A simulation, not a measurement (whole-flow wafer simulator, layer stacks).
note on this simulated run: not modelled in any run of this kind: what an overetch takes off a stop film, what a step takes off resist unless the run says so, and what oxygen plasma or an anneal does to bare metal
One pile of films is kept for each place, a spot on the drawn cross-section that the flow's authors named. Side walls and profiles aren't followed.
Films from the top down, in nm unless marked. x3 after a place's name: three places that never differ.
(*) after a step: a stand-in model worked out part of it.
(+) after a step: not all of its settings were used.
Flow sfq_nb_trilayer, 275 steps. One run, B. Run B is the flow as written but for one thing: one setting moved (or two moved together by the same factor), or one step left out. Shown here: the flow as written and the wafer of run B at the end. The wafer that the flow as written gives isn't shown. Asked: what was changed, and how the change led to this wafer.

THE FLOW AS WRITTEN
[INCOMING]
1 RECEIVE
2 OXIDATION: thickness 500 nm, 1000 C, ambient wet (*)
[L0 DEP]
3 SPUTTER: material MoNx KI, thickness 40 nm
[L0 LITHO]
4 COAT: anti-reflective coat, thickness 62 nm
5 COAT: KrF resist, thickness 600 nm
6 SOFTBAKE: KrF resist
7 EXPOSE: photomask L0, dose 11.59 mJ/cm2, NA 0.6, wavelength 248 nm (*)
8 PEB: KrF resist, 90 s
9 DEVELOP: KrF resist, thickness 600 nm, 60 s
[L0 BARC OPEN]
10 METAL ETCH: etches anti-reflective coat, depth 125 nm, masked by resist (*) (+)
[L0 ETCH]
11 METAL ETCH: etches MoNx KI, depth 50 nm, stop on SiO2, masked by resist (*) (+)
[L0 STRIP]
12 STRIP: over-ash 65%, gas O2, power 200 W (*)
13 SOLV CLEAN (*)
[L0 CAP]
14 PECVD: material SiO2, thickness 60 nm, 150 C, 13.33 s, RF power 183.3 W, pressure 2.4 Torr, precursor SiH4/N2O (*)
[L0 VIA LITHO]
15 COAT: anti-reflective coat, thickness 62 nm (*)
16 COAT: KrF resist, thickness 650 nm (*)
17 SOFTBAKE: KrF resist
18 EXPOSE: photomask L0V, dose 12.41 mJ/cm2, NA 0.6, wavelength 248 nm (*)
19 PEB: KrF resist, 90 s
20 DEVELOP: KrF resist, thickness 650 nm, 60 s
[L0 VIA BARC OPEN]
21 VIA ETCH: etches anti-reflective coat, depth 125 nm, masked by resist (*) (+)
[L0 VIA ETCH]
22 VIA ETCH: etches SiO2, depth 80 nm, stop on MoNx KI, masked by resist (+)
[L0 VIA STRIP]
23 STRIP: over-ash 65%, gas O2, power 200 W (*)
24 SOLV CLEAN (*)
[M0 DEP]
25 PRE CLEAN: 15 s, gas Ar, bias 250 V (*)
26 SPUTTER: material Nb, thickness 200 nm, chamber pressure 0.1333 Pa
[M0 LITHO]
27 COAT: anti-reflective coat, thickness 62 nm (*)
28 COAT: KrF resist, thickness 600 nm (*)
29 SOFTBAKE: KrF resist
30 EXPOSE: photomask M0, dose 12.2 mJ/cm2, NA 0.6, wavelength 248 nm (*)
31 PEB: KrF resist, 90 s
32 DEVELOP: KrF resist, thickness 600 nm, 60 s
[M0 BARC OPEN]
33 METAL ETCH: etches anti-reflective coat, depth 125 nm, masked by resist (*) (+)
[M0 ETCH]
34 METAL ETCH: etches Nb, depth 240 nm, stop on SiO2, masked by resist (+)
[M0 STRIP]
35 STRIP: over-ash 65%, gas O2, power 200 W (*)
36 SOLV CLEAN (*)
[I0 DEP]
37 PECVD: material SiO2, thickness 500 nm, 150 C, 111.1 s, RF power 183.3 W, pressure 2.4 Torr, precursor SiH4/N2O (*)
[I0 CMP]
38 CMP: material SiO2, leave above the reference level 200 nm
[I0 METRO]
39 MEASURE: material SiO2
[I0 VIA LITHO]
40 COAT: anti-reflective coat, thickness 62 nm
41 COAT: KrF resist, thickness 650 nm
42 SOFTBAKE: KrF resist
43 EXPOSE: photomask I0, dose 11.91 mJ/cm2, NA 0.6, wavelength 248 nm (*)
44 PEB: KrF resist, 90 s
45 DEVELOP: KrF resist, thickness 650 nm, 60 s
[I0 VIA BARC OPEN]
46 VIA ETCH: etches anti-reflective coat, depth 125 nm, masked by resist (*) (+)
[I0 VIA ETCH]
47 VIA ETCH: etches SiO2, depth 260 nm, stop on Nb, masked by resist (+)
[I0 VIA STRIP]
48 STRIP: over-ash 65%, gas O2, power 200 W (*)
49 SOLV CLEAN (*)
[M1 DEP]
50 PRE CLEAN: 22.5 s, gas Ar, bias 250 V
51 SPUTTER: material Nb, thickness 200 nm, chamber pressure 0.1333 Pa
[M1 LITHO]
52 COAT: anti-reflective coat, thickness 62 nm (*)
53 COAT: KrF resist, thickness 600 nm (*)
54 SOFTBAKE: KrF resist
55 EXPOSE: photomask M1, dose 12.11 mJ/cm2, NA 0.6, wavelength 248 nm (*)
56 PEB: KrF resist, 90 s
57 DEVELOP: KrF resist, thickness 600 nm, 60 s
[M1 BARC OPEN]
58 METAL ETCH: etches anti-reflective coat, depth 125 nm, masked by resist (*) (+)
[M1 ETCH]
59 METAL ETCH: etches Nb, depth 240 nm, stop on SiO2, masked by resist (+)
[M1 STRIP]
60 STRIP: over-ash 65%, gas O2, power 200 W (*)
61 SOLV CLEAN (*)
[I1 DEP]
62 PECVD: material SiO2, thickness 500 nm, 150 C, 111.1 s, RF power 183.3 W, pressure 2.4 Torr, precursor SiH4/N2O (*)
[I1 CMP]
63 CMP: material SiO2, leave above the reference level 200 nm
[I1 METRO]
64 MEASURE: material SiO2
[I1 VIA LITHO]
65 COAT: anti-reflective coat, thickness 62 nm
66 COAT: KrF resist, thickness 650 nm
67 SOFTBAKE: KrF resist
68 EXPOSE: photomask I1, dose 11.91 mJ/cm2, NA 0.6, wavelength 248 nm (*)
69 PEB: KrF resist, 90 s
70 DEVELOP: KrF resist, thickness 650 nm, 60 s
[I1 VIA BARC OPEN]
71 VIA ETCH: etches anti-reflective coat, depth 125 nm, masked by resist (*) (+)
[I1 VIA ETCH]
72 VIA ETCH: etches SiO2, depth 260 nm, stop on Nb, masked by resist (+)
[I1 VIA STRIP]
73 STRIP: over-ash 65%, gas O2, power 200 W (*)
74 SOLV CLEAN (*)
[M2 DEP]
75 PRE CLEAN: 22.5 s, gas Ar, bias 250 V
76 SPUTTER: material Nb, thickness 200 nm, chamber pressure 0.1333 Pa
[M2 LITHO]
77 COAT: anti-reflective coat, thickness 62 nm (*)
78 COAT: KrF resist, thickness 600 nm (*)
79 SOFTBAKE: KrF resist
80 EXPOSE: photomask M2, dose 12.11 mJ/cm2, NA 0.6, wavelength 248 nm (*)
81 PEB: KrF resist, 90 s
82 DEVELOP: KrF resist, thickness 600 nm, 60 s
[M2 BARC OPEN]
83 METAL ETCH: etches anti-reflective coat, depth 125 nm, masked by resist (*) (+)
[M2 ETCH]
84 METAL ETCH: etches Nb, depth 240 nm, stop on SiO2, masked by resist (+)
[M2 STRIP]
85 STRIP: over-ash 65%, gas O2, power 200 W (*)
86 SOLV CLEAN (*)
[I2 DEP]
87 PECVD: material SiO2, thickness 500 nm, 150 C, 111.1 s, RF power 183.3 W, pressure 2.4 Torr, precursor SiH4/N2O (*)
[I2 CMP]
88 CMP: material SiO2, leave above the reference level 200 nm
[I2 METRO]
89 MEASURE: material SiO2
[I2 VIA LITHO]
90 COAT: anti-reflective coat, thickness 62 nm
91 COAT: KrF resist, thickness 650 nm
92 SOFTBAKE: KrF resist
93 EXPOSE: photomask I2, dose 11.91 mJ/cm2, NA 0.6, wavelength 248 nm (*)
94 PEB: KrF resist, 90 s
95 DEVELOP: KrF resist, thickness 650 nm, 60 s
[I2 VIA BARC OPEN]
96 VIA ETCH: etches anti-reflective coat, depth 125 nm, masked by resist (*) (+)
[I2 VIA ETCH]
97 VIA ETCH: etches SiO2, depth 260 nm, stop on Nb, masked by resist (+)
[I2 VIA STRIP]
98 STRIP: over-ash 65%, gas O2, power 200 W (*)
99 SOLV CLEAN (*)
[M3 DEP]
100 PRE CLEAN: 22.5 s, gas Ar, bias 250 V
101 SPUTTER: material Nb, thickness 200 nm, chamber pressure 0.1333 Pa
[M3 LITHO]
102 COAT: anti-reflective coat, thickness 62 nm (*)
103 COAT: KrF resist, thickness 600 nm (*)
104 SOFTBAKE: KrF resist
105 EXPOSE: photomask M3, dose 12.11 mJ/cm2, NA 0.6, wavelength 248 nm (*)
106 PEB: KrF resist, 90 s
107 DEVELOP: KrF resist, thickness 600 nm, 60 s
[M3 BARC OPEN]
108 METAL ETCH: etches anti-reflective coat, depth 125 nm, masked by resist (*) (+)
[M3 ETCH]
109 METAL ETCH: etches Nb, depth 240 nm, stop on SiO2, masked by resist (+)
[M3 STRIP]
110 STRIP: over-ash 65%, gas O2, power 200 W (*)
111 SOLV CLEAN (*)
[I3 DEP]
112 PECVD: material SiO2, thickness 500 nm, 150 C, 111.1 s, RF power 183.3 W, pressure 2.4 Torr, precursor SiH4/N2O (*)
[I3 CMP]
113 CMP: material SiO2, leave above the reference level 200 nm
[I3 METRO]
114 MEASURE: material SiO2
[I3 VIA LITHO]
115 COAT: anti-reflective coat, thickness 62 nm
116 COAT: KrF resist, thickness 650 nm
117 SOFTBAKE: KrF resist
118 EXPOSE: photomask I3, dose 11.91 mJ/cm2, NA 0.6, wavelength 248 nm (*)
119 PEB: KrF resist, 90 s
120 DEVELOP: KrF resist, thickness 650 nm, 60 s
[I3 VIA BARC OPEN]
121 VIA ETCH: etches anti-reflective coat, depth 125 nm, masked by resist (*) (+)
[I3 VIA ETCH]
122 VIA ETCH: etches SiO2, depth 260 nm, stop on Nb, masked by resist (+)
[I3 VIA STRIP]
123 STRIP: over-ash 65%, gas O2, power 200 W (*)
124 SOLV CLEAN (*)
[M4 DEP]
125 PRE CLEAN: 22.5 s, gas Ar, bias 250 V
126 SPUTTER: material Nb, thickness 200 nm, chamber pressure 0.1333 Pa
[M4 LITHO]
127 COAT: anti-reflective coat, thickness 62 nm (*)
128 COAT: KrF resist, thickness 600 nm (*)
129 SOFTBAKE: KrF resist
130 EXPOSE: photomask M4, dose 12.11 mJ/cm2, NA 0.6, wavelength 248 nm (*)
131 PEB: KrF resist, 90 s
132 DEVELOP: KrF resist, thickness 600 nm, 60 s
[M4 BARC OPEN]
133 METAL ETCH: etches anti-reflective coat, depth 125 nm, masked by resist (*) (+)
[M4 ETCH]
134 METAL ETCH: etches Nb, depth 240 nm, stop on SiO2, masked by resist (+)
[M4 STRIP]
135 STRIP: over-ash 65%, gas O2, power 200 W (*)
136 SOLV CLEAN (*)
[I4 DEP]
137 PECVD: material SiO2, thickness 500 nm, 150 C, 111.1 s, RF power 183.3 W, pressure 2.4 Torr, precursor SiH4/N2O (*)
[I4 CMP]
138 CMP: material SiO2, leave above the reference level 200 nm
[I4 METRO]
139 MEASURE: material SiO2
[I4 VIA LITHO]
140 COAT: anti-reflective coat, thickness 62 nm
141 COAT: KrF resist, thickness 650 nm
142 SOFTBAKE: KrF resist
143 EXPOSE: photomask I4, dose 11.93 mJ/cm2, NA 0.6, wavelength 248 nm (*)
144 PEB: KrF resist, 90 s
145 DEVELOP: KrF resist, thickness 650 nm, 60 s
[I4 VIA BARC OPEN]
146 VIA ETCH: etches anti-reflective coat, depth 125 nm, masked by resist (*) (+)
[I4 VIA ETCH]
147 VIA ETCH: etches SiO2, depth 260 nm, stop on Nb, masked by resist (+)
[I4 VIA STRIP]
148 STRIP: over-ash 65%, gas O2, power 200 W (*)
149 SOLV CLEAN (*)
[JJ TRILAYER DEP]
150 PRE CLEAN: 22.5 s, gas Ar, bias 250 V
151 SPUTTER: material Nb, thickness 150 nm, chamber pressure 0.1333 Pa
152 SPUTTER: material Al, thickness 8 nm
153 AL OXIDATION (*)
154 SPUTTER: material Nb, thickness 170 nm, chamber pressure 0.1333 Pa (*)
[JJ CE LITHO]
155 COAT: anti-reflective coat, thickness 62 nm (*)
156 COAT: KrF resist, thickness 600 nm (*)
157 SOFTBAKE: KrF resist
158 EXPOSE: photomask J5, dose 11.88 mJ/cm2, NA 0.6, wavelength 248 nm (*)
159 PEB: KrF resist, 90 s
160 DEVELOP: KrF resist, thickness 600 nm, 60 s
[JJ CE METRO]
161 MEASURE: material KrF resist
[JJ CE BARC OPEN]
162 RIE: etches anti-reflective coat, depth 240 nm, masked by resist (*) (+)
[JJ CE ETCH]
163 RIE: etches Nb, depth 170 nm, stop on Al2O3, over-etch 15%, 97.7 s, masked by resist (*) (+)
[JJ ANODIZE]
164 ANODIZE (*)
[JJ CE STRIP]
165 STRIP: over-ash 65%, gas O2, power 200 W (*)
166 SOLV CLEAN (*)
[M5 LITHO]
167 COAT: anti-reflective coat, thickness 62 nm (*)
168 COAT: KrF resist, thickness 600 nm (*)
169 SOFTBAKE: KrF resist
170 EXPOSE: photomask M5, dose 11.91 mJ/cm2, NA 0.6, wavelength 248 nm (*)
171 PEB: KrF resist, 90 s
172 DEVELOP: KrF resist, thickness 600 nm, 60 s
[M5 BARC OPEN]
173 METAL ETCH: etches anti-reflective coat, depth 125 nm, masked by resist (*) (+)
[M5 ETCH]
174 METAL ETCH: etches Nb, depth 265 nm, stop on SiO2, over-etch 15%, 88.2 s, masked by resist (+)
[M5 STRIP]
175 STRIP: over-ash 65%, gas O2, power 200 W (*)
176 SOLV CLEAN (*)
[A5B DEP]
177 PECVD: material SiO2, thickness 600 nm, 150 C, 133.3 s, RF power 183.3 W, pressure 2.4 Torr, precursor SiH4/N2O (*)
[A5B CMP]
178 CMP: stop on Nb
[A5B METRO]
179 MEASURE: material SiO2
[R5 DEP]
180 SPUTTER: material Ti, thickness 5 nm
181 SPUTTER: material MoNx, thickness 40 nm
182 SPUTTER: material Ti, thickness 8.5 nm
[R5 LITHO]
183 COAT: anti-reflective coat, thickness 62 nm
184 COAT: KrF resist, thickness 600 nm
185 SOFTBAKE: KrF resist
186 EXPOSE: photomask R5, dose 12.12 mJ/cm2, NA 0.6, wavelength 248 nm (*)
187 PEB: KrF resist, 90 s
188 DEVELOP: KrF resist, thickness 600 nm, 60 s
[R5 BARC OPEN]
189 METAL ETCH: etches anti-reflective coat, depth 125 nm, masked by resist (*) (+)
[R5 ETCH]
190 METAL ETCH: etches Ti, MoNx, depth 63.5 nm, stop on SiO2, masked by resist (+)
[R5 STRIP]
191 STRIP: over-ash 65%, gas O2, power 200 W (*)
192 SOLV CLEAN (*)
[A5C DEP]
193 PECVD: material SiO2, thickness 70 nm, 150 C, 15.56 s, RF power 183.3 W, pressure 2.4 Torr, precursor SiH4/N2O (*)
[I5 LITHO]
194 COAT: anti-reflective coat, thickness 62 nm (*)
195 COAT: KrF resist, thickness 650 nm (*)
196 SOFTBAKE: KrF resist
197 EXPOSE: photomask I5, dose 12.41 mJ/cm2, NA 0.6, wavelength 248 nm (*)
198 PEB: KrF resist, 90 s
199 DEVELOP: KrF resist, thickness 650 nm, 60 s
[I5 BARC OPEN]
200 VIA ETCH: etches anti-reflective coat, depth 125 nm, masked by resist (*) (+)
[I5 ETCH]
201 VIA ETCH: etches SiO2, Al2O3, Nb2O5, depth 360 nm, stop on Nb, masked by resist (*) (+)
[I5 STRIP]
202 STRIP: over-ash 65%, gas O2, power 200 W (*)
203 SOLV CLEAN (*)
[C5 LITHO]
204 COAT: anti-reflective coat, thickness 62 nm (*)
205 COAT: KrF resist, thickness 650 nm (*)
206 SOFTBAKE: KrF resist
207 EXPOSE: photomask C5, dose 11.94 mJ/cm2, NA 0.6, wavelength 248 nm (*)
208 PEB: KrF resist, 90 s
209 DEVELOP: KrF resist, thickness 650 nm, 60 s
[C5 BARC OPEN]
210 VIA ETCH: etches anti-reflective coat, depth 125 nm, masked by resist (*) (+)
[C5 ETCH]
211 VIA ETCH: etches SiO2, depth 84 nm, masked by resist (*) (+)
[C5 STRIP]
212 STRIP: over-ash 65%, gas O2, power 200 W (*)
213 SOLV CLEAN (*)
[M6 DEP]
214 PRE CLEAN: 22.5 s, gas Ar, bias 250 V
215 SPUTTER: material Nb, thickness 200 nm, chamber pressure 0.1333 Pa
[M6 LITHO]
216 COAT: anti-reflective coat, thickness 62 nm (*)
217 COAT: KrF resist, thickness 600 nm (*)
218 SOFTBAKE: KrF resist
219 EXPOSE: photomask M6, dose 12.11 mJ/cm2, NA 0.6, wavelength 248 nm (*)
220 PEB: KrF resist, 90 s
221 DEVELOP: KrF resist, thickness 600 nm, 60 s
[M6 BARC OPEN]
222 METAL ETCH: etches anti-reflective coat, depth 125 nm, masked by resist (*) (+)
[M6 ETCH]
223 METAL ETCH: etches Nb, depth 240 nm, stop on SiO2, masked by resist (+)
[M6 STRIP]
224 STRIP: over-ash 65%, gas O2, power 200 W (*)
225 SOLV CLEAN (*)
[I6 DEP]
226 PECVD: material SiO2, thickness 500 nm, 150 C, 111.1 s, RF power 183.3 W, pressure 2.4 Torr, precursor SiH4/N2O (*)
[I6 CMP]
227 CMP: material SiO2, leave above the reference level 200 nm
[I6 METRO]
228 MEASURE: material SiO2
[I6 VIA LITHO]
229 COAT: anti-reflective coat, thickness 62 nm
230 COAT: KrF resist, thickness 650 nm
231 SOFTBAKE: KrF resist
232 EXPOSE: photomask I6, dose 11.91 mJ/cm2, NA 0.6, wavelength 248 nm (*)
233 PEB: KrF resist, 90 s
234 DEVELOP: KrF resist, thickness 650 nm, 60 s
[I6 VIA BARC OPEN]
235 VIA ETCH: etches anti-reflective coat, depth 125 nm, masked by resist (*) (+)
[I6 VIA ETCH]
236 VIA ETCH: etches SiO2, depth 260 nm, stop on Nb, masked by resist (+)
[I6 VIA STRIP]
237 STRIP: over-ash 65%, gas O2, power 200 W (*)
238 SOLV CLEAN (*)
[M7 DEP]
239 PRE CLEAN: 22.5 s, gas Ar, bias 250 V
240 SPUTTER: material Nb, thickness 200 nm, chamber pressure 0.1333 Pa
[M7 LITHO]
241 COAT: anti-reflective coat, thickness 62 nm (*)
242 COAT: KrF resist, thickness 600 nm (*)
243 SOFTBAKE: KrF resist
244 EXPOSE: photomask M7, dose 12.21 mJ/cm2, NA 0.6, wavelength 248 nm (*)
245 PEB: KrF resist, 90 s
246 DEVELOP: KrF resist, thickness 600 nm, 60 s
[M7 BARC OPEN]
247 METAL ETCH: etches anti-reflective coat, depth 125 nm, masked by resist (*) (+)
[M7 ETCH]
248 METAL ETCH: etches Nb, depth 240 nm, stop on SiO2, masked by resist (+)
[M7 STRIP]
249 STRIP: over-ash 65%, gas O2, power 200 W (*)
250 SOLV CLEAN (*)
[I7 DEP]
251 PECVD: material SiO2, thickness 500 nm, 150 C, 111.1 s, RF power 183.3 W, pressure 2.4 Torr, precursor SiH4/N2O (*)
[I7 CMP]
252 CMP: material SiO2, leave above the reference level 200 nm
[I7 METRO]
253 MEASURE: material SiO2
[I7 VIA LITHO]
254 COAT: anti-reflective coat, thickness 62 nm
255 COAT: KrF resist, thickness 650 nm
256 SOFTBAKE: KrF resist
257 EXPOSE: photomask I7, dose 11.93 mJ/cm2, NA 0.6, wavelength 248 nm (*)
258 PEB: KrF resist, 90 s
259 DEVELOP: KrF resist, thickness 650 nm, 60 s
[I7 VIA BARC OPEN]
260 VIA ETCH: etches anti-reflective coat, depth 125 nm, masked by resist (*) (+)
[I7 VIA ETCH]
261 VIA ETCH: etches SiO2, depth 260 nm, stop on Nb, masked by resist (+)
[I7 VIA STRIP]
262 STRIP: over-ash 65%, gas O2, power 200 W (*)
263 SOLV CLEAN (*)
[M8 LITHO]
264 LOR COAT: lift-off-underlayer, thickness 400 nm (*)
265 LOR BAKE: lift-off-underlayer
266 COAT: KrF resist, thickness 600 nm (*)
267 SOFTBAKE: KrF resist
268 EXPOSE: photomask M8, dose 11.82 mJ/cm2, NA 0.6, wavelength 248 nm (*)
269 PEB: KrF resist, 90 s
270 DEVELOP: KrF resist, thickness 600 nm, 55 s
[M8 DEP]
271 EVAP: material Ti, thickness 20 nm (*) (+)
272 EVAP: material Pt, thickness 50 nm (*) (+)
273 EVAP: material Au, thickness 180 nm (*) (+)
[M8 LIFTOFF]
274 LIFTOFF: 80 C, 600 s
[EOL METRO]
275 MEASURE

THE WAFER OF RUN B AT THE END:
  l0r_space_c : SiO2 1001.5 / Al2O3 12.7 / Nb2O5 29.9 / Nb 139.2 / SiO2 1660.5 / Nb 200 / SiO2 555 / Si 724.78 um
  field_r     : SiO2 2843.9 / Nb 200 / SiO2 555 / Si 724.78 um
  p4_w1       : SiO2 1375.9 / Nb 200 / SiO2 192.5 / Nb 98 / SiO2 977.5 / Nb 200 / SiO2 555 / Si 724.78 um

The cause: step 101, SPUTTER: thickness 98 nm was run, where the flow has thickness 200 nm.
It can be read off the wafer: p4_w1 has Nb 98, and step 101 as written asks for 200 nm.

How the change led to this, step by step:
  101 SPUTTER: material Nb, thickness 200 nm, chamber pressure 0.1333 Pa
      field_l, v_sur, via_wl and 102 more: Nb +98 (new film) (as written it would be: Nb +200 (new film))
      via_w: Nb +80.8 (as written it would be: Nb +165.5)
  102 COAT: anti-reflective coat, thickness 62 nm (*)
      via_wl, via_wr: anti-reflective coat +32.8 (new film) (as written it would be: anti-reflective coat +34.2 (new film))
      via_w: anti-reflective coat +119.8 (new film) (as written it would be: anti-reflective coat +124.8 (new film))
  109 METAL ETCH: etches Nb, depth 240 nm, stop on SiO2, masked by resist (+)
      field_l, be, be_sur and 72 more: Nb -98 (all of it) (as written it would be: Nb -200 (all of it))
      v_sur, via_wl, via_w and 28 more: KrF resist -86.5 (as written it would be: KrF resist -141.2)
  110 STRIP: over-ash 65%, gas O2, power 200 W (*)
      p4_w1, p4_w2, p4_w3 and 21 more: KrF resist -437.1 (all of it), anti-reflective coat -62 (all of it) (as written it would be: KrF resist -382.4 (all of it), anti-reflective coat -62 (all of it))
      via_wl, via_wr: KrF resist -441.5 (all of it), anti-reflective coat -32.8 (all of it) (as written it would be: KrF resist -384.2 (all of it), anti-reflective coat -34.2 (all of it))
      (and at 5 more places)
  112 PECVD: material SiO2, thickness 500 nm, 150 C, 111.1 s, RF power 183.3 W, pressure 2.4 Torr, precursor SiH4/N2O (*)
      p4_g1, p4_g2, p3_s0, p3_s1, p3_s2, p3_s3, p3_s4, p3_s5: SiO2 +500 (as written it would be: SiO2 +557.1)
      via_w: SiO2 +586.6 (new film) (as written it would be: SiO2 +615 (new film))
  113 CMP: material SiO2, leave above the reference level 200 nm
      field_l, be, be_sur and 64 more: SiO2 -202 (as written it would be: SiO2 -100)
      p4_g1, p4_g2, p3_s0, p3_s1, p3_s2, p3_s3, p3_s4, p3_s5: SiO2 -202 (as written it would be: SiO2 -157.1)
      (and at 1 more place)
